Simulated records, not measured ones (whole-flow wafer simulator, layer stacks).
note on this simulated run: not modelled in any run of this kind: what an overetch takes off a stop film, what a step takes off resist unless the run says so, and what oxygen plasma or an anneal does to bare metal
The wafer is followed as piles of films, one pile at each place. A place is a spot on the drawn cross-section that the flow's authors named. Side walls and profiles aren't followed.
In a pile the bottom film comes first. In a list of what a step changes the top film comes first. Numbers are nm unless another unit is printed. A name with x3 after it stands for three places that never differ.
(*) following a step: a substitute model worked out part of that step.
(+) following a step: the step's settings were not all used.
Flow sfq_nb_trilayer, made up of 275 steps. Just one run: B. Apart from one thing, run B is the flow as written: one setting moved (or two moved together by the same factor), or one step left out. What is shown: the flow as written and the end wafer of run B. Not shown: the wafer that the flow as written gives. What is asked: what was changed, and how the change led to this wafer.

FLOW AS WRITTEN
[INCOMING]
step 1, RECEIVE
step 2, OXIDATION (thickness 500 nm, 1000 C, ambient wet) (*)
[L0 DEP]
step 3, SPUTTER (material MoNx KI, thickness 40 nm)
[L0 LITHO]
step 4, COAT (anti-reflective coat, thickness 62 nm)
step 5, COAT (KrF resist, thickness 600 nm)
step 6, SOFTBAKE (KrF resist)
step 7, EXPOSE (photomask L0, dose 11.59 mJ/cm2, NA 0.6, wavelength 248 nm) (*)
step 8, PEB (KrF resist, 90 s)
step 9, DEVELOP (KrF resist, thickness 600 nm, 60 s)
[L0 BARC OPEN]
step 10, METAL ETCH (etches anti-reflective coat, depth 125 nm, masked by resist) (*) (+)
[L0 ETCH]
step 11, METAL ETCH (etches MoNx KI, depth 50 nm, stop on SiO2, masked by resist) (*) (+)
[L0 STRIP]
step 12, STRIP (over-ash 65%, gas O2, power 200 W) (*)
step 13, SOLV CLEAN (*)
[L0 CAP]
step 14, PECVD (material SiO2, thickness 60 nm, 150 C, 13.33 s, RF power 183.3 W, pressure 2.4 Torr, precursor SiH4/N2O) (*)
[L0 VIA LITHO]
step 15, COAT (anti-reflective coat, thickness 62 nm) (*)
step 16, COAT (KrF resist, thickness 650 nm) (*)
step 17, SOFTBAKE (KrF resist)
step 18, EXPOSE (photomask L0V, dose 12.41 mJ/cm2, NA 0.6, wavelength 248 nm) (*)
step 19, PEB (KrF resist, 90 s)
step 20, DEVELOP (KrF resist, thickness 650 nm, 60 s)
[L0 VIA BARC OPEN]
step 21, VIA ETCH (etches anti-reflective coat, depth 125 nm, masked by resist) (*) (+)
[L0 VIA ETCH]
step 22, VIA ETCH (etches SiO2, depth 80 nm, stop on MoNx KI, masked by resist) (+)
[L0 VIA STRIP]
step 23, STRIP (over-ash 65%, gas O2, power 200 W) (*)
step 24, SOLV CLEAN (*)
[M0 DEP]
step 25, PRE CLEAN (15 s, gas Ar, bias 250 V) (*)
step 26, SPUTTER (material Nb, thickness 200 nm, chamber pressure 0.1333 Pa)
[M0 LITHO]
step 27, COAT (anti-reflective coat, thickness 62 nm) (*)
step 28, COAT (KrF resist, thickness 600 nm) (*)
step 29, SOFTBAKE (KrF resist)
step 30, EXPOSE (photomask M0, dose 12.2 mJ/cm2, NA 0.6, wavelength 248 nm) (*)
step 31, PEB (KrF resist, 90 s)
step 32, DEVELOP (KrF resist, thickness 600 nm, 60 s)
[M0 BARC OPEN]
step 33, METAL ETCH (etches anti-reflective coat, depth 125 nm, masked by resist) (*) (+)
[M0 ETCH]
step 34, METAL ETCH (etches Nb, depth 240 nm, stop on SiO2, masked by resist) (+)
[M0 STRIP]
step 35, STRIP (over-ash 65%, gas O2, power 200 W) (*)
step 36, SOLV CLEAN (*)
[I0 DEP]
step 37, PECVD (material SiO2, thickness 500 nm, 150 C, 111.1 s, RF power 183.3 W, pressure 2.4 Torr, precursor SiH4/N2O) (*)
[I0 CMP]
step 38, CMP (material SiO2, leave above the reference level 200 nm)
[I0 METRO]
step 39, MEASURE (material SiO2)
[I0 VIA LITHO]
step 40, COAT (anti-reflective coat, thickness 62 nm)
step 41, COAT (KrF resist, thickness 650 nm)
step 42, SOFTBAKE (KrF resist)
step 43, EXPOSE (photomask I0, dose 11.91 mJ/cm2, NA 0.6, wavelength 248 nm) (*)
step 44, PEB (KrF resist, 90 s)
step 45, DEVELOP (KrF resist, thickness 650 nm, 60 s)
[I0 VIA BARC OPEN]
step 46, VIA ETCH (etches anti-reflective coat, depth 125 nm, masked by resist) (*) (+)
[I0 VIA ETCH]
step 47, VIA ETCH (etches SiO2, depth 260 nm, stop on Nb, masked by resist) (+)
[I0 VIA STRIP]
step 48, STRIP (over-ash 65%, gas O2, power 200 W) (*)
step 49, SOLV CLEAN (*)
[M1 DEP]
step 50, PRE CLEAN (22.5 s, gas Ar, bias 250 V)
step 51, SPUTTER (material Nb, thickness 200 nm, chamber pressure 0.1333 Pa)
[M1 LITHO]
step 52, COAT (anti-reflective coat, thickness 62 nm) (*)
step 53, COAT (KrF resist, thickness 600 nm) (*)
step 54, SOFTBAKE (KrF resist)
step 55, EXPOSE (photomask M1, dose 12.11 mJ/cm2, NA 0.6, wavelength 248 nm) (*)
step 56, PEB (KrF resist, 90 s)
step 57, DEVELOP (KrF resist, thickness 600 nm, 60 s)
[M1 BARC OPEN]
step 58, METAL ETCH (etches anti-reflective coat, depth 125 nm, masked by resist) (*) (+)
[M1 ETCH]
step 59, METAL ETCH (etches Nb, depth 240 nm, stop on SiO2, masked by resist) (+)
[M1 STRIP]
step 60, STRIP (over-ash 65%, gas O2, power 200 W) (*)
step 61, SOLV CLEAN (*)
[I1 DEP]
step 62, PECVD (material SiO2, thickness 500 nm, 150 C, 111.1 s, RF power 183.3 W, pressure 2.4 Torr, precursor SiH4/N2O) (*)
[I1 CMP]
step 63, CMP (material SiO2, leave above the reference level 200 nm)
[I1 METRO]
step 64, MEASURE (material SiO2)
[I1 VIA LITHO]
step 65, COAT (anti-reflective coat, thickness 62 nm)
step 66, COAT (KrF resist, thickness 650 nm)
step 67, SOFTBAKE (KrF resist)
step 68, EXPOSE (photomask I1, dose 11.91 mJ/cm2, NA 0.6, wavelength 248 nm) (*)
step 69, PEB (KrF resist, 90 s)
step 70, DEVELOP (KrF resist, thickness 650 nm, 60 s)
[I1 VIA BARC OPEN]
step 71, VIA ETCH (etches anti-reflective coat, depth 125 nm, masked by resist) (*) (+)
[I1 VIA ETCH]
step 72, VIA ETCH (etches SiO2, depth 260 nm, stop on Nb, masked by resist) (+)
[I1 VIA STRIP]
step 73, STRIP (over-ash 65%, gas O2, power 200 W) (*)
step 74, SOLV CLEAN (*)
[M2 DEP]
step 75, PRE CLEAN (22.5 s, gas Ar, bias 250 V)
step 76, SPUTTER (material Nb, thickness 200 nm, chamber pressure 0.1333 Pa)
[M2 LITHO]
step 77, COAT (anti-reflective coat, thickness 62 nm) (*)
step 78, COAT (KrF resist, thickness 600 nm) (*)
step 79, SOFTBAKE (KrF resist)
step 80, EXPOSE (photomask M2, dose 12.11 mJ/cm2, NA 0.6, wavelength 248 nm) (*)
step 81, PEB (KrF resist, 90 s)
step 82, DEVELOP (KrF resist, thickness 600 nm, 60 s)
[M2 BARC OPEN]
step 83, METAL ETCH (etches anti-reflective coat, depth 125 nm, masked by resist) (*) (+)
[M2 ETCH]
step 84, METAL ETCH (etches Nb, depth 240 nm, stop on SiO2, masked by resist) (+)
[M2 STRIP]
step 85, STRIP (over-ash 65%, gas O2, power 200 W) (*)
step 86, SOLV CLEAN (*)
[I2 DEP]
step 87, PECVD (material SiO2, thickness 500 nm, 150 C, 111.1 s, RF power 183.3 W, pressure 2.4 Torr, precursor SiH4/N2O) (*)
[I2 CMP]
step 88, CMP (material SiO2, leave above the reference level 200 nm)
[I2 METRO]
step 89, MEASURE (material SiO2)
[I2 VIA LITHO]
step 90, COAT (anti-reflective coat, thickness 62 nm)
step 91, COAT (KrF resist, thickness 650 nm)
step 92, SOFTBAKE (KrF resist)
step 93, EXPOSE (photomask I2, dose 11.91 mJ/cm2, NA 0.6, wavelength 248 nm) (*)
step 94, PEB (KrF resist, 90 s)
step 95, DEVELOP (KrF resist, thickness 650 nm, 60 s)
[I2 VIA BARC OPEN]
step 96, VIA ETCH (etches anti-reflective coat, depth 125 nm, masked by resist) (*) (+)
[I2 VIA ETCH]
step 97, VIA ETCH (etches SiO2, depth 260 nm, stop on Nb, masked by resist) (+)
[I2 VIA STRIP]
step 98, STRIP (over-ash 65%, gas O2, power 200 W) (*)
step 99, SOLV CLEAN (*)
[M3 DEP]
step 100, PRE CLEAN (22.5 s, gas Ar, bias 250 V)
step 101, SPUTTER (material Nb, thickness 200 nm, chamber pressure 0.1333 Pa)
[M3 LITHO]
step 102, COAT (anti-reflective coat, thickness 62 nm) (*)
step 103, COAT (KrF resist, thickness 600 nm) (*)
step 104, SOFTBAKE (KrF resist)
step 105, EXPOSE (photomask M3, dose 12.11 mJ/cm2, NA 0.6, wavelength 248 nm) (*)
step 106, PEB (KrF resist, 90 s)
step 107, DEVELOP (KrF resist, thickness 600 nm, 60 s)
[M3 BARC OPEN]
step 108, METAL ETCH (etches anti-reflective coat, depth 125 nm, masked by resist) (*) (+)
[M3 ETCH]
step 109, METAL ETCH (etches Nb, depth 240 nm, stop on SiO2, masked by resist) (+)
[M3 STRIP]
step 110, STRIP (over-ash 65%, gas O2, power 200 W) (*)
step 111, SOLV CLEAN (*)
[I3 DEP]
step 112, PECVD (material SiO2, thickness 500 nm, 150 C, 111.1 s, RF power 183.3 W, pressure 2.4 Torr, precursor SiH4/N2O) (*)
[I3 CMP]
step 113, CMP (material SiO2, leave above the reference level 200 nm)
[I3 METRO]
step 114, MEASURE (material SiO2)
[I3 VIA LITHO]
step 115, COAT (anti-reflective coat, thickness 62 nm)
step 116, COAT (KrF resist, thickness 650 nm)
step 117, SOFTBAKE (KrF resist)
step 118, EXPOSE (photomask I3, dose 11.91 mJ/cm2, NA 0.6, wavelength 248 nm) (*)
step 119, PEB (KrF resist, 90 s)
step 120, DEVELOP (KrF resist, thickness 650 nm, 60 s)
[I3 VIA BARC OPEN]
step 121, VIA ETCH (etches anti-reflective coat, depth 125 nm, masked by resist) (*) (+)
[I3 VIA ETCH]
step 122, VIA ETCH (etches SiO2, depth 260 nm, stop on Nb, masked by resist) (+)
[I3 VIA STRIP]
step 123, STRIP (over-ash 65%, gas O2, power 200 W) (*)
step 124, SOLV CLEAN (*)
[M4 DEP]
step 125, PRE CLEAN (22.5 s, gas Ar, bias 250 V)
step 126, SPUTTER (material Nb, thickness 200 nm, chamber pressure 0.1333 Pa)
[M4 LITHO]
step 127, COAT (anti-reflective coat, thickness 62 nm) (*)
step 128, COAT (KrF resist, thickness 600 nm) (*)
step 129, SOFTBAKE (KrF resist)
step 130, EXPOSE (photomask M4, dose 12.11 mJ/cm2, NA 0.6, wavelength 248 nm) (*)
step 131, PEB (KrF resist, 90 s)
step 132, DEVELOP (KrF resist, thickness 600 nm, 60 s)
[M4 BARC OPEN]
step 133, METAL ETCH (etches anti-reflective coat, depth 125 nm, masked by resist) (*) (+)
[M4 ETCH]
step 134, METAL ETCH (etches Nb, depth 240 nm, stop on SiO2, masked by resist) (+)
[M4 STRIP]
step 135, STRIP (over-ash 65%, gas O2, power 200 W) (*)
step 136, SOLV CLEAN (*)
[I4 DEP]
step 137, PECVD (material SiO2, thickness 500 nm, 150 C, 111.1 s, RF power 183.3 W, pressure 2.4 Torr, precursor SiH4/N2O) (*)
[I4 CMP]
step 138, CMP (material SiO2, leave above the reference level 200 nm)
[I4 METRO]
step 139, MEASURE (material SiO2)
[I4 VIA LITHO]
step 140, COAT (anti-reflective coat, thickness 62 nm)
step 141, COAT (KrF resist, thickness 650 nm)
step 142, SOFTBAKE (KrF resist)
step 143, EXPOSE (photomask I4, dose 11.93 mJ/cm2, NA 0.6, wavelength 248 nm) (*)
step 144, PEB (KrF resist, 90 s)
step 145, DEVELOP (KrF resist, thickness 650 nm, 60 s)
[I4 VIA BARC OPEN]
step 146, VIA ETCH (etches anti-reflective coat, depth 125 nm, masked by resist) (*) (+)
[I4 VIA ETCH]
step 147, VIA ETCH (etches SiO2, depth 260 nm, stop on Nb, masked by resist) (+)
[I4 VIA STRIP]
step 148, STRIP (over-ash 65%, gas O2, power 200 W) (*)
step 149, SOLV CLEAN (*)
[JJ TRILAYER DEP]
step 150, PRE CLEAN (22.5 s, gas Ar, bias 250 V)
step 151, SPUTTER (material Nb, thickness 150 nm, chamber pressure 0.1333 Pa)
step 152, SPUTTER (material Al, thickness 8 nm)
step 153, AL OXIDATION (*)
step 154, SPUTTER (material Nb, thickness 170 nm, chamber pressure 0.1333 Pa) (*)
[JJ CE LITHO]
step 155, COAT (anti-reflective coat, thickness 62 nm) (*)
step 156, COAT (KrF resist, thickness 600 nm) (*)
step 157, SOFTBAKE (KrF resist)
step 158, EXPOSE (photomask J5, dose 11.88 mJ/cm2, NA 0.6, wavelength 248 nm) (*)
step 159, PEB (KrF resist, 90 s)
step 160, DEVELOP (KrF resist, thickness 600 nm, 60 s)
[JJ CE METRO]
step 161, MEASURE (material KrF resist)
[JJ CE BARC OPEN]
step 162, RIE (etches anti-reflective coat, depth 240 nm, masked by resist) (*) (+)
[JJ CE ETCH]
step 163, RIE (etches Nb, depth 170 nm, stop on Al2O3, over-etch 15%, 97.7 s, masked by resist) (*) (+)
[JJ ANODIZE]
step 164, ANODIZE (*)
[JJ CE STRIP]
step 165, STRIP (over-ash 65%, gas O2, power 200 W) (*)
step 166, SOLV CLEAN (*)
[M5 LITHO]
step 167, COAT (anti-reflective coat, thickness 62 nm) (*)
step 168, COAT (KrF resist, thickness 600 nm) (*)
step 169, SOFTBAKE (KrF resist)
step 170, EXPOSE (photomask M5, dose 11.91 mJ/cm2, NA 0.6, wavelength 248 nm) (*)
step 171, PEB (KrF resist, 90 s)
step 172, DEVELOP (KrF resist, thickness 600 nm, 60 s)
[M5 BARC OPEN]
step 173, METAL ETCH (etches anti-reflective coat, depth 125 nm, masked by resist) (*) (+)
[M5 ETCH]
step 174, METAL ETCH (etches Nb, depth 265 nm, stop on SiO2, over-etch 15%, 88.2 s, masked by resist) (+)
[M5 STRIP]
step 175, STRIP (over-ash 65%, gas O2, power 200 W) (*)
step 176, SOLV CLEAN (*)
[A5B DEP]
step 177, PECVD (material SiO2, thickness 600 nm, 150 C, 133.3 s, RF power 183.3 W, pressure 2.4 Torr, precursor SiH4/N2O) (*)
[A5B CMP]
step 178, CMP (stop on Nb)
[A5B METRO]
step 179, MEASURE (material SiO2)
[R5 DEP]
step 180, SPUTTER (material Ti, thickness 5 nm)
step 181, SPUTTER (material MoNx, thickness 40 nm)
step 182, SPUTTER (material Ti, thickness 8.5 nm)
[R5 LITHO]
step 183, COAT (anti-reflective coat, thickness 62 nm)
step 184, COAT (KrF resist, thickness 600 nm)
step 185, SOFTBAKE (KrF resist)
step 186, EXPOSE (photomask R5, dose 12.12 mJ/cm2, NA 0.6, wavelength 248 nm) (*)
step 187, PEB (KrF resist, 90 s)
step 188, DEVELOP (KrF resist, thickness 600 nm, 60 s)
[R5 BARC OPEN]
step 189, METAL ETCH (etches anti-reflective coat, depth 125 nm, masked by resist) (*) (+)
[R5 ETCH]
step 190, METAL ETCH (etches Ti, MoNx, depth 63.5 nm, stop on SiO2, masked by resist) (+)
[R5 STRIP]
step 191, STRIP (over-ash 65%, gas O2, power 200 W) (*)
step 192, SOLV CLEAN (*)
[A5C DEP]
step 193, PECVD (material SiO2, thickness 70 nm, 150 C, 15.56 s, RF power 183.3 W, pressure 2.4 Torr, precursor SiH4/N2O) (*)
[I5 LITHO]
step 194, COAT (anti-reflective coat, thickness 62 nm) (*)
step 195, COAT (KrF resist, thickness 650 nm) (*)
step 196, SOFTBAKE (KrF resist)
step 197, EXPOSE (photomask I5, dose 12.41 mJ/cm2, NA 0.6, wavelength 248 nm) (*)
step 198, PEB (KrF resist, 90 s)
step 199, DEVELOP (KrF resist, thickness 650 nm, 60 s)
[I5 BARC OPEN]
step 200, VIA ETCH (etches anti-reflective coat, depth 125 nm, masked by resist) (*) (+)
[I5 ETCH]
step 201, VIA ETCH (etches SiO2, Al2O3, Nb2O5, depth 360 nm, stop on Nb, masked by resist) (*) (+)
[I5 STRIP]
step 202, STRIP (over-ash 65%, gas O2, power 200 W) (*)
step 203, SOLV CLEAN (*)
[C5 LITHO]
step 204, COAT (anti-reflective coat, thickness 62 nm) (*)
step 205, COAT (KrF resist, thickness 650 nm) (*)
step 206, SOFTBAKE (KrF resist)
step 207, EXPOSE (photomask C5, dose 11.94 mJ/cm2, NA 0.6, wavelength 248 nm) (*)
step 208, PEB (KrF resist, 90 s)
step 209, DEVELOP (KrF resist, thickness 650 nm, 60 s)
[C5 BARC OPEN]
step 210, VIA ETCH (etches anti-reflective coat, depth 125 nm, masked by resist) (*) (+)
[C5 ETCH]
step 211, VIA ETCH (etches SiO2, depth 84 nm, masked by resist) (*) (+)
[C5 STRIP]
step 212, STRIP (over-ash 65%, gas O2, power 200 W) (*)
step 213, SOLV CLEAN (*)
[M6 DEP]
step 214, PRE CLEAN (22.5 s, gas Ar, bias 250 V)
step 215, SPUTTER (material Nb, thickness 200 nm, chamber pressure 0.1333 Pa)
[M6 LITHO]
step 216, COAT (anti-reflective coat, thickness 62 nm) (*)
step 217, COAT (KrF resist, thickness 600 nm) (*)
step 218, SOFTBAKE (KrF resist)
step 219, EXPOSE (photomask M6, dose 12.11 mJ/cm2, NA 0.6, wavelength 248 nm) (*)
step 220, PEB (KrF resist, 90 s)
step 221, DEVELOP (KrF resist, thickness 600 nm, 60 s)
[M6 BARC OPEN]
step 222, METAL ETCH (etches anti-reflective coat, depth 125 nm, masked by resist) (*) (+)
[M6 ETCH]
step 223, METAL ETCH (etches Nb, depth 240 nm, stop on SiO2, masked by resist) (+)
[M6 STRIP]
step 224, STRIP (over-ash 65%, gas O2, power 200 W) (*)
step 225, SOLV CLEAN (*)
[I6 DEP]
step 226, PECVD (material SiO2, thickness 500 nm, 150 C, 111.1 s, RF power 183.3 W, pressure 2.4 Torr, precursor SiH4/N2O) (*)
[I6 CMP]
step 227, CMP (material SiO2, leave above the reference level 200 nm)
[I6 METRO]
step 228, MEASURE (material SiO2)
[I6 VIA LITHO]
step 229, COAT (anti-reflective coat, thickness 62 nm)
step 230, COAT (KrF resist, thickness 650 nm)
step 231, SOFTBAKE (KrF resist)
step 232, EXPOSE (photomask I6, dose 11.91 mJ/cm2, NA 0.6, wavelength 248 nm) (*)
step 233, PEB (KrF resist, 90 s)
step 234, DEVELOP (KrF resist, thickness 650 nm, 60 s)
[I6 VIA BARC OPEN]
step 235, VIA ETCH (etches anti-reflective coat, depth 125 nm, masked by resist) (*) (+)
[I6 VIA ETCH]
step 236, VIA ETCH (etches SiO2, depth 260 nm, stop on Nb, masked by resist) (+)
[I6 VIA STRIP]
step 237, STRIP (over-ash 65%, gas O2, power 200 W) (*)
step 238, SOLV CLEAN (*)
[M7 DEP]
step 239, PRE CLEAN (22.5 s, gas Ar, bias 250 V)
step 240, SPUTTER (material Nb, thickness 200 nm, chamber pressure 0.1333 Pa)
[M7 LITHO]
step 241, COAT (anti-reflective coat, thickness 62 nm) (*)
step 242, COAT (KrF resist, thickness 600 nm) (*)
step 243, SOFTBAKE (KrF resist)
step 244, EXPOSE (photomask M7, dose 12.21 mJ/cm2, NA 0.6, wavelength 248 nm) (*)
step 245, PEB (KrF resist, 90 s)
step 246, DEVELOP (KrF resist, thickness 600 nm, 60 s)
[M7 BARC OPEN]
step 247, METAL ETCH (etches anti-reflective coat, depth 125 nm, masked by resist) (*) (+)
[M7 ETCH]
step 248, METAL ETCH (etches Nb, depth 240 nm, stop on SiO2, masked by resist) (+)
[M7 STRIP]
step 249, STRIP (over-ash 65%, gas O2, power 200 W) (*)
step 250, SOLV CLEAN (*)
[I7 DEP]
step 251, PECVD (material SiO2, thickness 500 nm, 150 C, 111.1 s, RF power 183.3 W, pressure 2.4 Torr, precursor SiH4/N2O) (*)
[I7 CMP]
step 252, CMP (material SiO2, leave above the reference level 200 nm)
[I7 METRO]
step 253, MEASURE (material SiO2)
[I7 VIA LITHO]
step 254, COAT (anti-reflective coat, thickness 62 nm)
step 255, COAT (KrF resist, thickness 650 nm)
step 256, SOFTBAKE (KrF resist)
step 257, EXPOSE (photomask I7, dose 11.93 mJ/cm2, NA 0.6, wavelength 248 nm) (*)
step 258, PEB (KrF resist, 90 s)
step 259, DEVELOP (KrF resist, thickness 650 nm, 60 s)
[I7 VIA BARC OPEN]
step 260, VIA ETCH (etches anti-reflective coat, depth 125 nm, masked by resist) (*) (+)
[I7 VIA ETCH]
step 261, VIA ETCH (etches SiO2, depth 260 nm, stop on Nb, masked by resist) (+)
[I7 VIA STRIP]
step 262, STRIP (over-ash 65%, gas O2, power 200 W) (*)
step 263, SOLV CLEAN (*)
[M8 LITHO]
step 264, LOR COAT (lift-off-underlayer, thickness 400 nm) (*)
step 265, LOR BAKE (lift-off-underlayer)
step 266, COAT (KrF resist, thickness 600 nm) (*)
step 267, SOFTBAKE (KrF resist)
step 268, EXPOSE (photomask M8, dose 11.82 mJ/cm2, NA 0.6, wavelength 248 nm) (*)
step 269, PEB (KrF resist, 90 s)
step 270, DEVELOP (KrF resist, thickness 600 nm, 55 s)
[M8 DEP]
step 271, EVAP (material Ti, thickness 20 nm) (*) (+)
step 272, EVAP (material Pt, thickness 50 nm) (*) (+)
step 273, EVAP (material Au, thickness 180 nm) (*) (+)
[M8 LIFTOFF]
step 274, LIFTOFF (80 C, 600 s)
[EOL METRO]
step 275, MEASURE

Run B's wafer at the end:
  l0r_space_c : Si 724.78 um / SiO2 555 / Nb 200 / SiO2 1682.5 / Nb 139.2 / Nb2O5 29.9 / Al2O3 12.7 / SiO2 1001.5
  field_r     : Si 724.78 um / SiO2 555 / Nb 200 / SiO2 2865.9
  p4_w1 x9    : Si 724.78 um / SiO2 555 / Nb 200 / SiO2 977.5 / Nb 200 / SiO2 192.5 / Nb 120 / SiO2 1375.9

What caused this: step 126, SPUTTER: thickness 120 nm was run, though the flow has thickness 200 nm.
The wafer lets one read it off: p4_w1 x9 has Nb 120, and step 126 as written asks for 200 nm.

The path from the change to this, step by step:
  step 126, SPUTTER (material Nb, thickness 200 nm, chamber pressure 0.1333 Pa)
      field_l, v_sur, via_wl and 102 more: Nb gains 120 (new film) (as written it would have been: Nb gains 200 (new film))
      via_v: Nb gains 99 (as written it would have been: Nb gains 165.5)
  step 127, COAT (anti-reflective coat, thickness 62 nm) (*)
      via_v: anti-reflective coat gains 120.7 (new film) (as written it would have been: anti-reflective coat gains 124.8 (new film))
  step 134, METAL ETCH (etches Nb, depth 240 nm, stop on SiO2, masked by resist) (+)
      field_l, be, be_sur and 64 more: Nb loses 120 (all of it) (as written it would have been: Nb loses 200 (all of it))
      v_sur, via_wl, via_w and 36 more: KrF resist loses 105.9 (as written it would have been: KrF resist loses 141.2)
  step 135, STRIP (over-ash 65%, gas O2, power 200 W) (*)
      p4_fl x3, p4_w1 x9, p4_g1 x2 and 15 more: KrF resist loses 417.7 (all of it), anti-reflective coat loses 62 (all of it) (as written it would have been: KrF resist loses 382.4 (all of it), anti-reflective coat loses 62 (all of it))
      ln_m5, lsp_m: KrF resist loses 417.2 (all of it), anti-reflective coat loses 61.8 (all of it) (as written it would have been: KrF resist loses 381.9 (all of it), anti-reflective coat loses 61.8 (all of it))
      (and at 8 other places as well)
  step 137, PECVD (material SiO2, thickness 500 nm, 150 C, 111.1 s, RF power 183.3 W, pressure 2.4 Torr, precursor SiH4/N2O) (*)
      p3_s0 x6: SiO2 gains 500 (as written it would have been: SiO2 gains 557.1)
      via_v: SiO2 gains 593.3 (new film) (as written it would have been: SiO2 gains 615 (new film))
  step 138, CMP (material SiO2, leave above the reference level 200 nm)
      field_l, be, be_sur and 55 more: SiO2 loses 180 (as written it would have been: SiO2 loses 100)
      p3_s0 x6: SiO2 loses 180 (as written it would have been: SiO2 loses 157.1)
      (and at 4 other places as well)
